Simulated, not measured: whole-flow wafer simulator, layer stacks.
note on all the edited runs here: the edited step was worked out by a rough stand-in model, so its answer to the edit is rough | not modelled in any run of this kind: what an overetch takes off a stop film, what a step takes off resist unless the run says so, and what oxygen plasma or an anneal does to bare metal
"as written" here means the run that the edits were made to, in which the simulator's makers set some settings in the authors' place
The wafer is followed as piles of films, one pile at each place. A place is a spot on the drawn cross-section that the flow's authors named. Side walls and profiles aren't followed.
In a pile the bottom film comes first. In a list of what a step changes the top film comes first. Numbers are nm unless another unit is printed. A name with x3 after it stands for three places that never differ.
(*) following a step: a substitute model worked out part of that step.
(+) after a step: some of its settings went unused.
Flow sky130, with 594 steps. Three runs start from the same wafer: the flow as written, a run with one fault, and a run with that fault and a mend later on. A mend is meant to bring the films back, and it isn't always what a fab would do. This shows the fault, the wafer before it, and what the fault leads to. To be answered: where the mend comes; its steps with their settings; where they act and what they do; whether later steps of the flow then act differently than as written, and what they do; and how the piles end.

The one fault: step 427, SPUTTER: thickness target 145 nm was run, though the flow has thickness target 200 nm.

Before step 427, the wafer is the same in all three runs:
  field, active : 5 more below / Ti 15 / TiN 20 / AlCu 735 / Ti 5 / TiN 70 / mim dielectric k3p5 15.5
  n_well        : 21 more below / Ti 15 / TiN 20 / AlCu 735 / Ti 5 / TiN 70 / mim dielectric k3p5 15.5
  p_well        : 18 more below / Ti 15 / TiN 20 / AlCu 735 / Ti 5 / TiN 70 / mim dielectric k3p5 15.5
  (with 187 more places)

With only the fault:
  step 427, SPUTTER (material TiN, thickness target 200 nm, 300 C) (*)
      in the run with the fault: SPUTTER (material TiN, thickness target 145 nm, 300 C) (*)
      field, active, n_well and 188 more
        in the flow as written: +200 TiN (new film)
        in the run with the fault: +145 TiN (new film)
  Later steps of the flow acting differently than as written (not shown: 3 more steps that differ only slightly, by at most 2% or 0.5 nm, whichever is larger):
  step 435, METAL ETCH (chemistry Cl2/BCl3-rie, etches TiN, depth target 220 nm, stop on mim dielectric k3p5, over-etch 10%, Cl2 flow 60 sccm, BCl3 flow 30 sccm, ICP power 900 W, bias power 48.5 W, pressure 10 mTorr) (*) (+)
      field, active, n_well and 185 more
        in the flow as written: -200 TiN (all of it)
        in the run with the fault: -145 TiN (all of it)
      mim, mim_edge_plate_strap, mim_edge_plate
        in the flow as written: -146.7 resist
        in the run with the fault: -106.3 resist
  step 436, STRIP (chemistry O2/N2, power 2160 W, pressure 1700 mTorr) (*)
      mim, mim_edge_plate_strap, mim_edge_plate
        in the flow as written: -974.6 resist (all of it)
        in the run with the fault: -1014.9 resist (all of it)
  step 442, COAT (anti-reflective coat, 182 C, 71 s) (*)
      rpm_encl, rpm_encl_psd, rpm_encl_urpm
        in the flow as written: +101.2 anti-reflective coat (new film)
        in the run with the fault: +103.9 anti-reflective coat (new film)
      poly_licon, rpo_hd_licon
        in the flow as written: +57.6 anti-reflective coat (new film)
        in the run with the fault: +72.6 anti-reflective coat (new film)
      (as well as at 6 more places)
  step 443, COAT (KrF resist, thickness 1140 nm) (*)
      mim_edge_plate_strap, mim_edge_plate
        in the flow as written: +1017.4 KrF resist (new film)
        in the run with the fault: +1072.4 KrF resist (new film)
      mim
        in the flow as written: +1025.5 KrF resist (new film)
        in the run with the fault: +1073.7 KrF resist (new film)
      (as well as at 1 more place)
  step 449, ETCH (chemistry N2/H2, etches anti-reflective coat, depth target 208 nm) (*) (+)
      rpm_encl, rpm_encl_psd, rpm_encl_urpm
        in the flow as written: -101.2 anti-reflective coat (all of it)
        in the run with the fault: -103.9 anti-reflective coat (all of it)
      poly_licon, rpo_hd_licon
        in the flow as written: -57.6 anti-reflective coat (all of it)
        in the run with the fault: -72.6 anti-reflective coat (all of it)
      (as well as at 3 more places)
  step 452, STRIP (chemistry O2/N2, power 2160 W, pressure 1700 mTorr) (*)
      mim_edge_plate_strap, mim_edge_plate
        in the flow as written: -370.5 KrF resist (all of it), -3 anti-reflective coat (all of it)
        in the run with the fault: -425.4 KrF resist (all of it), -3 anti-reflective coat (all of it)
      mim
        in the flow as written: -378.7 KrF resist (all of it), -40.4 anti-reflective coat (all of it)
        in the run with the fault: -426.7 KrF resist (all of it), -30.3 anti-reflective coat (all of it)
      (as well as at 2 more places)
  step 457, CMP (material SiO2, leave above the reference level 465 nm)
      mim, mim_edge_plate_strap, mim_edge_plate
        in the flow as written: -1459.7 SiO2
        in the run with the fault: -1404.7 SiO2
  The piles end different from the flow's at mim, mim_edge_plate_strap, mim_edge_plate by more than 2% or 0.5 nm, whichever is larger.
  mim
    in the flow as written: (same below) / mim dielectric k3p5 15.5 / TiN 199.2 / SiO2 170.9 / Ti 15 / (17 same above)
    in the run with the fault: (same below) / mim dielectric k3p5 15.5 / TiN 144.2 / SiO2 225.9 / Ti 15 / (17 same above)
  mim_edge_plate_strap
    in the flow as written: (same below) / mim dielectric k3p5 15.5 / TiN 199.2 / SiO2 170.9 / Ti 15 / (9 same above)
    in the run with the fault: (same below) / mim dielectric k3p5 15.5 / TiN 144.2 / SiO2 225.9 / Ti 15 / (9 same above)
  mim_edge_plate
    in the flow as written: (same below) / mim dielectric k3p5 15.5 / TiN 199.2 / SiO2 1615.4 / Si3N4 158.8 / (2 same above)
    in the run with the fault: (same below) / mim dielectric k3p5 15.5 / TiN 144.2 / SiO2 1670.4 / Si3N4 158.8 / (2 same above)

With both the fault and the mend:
  The mend stands after step 427.
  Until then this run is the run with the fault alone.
  step 427a, SPUTTER (material TiN, thickness target 55 nm, 300 C) (*) (a further turn of the flow's step 427, with different settings)
      field, active, n_well and 188 more
        +55 TiN
  Every later step of the flow that is run acts as written at every place that is followed.
  The piles end the same as the flow's at every place that both follow.
